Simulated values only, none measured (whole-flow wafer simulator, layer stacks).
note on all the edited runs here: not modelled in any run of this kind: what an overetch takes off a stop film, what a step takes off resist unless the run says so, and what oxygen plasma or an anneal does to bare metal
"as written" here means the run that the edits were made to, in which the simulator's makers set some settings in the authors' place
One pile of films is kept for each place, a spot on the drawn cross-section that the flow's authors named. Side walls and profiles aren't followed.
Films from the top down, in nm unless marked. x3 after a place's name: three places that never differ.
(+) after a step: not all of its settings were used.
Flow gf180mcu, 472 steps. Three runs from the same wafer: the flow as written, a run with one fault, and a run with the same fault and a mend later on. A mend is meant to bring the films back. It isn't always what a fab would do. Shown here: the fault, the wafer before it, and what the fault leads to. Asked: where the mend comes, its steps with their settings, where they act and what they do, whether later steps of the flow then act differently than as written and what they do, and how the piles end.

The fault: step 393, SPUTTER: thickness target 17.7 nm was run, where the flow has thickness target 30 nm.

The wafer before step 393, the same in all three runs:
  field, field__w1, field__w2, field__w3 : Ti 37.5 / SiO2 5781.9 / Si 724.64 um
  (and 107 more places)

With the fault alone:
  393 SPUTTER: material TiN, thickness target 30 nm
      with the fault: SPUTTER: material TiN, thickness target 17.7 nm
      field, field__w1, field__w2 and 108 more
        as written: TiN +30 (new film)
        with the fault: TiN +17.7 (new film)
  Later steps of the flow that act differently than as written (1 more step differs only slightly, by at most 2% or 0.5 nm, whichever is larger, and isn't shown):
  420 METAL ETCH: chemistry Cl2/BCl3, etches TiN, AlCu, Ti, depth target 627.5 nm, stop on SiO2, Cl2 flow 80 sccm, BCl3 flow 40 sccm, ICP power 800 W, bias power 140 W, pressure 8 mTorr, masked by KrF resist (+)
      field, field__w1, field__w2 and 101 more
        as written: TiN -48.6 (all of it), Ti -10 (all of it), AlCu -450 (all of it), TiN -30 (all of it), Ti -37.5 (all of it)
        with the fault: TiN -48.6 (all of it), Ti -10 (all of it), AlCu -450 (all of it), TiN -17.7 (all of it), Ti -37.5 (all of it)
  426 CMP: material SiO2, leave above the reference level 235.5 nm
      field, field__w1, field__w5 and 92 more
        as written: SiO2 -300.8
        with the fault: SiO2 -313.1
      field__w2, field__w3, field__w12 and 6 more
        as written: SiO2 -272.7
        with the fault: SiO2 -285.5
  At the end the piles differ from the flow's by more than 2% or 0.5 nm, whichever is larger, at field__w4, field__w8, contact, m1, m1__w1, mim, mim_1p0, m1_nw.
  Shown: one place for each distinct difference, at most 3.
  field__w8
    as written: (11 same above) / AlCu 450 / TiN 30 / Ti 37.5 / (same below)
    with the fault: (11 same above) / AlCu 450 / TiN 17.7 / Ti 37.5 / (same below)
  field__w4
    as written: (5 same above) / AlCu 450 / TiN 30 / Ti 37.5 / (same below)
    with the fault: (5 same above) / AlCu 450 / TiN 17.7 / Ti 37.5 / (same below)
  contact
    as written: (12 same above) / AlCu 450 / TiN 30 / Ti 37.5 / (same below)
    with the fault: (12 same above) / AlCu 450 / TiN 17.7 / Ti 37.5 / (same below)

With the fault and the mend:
  The mend comes after step 393.
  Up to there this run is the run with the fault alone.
  393a SPUTTER: material TiN, thickness target 12.3 nm (the flow's step 393 once more, with other settings)
      field, field__w1, field__w2 and 108 more
        TiN +12.3
  No later step of the flow acts differently than as written at any place that is followed.
  At the end the piles are the same as the flow's at every place that both follow.
